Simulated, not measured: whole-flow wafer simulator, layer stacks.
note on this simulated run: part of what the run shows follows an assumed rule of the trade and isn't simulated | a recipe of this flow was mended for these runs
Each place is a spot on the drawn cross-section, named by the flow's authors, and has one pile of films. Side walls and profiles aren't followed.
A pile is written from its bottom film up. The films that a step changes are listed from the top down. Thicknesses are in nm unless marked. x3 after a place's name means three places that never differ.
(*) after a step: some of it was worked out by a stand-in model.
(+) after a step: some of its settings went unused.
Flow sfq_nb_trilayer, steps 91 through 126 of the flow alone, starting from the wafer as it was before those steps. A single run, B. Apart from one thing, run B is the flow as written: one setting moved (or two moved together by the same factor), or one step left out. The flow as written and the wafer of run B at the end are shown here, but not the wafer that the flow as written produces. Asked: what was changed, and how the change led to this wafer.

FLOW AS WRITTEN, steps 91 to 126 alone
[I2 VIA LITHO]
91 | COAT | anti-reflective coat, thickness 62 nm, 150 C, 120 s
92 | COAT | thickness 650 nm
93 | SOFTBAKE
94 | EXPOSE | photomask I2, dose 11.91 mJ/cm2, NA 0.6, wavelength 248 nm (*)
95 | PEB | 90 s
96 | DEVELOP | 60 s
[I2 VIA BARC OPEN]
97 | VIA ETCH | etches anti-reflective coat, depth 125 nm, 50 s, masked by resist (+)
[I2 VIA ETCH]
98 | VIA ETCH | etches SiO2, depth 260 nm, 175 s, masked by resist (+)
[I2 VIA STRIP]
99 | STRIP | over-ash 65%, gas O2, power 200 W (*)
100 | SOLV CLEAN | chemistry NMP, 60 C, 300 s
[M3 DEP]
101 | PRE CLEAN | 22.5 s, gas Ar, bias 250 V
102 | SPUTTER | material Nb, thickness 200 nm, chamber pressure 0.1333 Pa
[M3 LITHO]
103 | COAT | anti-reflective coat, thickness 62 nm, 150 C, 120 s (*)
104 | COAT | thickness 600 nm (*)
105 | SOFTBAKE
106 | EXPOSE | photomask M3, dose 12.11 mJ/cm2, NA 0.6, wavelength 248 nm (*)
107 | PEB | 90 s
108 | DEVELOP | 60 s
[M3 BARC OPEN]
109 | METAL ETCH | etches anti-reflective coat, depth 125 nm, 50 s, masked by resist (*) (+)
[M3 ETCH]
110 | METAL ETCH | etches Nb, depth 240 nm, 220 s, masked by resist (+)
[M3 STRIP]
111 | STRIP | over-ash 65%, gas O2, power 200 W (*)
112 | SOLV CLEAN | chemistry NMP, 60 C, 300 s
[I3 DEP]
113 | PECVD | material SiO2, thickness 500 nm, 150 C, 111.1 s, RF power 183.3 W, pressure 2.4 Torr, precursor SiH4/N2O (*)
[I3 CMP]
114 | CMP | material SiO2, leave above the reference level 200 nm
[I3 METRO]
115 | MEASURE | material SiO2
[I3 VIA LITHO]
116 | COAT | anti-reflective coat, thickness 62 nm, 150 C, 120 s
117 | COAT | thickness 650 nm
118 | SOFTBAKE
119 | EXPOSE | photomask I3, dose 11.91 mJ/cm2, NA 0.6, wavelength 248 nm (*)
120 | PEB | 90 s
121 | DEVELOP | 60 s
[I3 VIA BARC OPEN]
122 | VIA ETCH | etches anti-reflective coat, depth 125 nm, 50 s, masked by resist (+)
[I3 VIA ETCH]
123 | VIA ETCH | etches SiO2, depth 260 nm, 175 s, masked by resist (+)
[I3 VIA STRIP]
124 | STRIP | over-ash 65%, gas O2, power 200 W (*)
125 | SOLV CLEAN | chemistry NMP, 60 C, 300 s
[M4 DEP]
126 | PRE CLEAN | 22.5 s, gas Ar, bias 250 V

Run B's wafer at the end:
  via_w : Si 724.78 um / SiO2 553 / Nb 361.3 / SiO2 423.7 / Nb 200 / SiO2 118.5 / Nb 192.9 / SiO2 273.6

What caused this: step 97, VIA ETCH: etches anti-reflective coat, depth 125 nm, 50 s, masked by resist (+), was not run.

The path from the change to this, step by step:
  98 | VIA ETCH | etches SiO2, depth 260 nm, 175 s, masked by resist (+)
      via_w: -62 anti-reflective coat (all of it), -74 SiO2 (as written it would have been: -199.7 SiO2 (all of it), -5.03 Nb)
  99 | STRIP | over-ash 65%, gas O2, power 200 W (*)
      field_l, v_sur, via_wl and 102 more: -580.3 KrF-resist-other-grade (all of it), -62 anti-reflective coat (all of it) (as written it would have been: -510.8 KrF-resist-other-grade (all of it), -62 anti-reflective coat (all of it))
  101 | PRE CLEAN | 22.5 s, gas Ar, bias 250 V
      via_w: -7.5 SiO2 (as written it would have been: -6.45 Nb)
  102 | SPUTTER | material Nb, thickness 200 nm, chamber pressure 0.1333 Pa
      via_w: +192.9 Nb (new film) (as written it would have been: +164.5 Nb)
  103 | COAT | anti-reflective coat, thickness 62 nm, 150 C, 120 s (*)
      via_wl, via_wr: +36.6 anti-reflective coat (new film) (as written it would have been: +16.7 anti-reflective coat (new film))
      field_l: +59.3 anti-reflective coat (new film) (as written it would have been: +67.6 anti-reflective coat (new film))
      (as well as at 4 more places)
  104 | COAT | thickness 600 nm (*)
      via_w: +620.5 KrF-resist-other-grade (new film) (as written it would have been: +738.9 KrF-resist-other-grade (new film))
  109 | METAL ETCH | etches anti-reflective coat, depth 125 nm, 50 s, masked by resist (*) (+)
      field_l: -59.3 anti-reflective coat (all of it) (as written it would have been: -67.6 anti-reflective coat (all of it))
  111 | STRIP | over-ash 65%, gas O2, power 200 W (*)
      v_sur: -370 KrF-resist-other-grade (all of it), -46.4 anti-reflective coat (all of it) (as written it would have been: -361 KrF-resist-other-grade (all of it), -46 anti-reflective coat (all of it))
      via_wl: -377.8 KrF-resist-other-grade (all of it), -36.6 anti-reflective coat (all of it) (as written it would have been: -381.1 KrF-resist-other-grade (all of it), -16.7 anti-reflective coat (all of it))
      (as well as at 5 more places)
  113 | PECVD | material SiO2, thickness 500 nm, 150 C, 111.1 s, RF power 183.3 W, pressure 2.4 Torr, precursor SiH4/N2O (*)
      via_w: +500 SiO2 (new film) (as written it would have been: +621.2 SiO2 (new film))
  114 | CMP | material SiO2, leave above the reference level 200 nm
      via_w: -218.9 SiO2 (as written it would have been: -181.6 SiO2)
If metal films that touch count as one body, via_w has 3 bodies (between them, from the top down: SiO2 118.5; SiO2 423.7); the flow as written gives 2 bodies (between them, from the top down: SiO2 423.7).
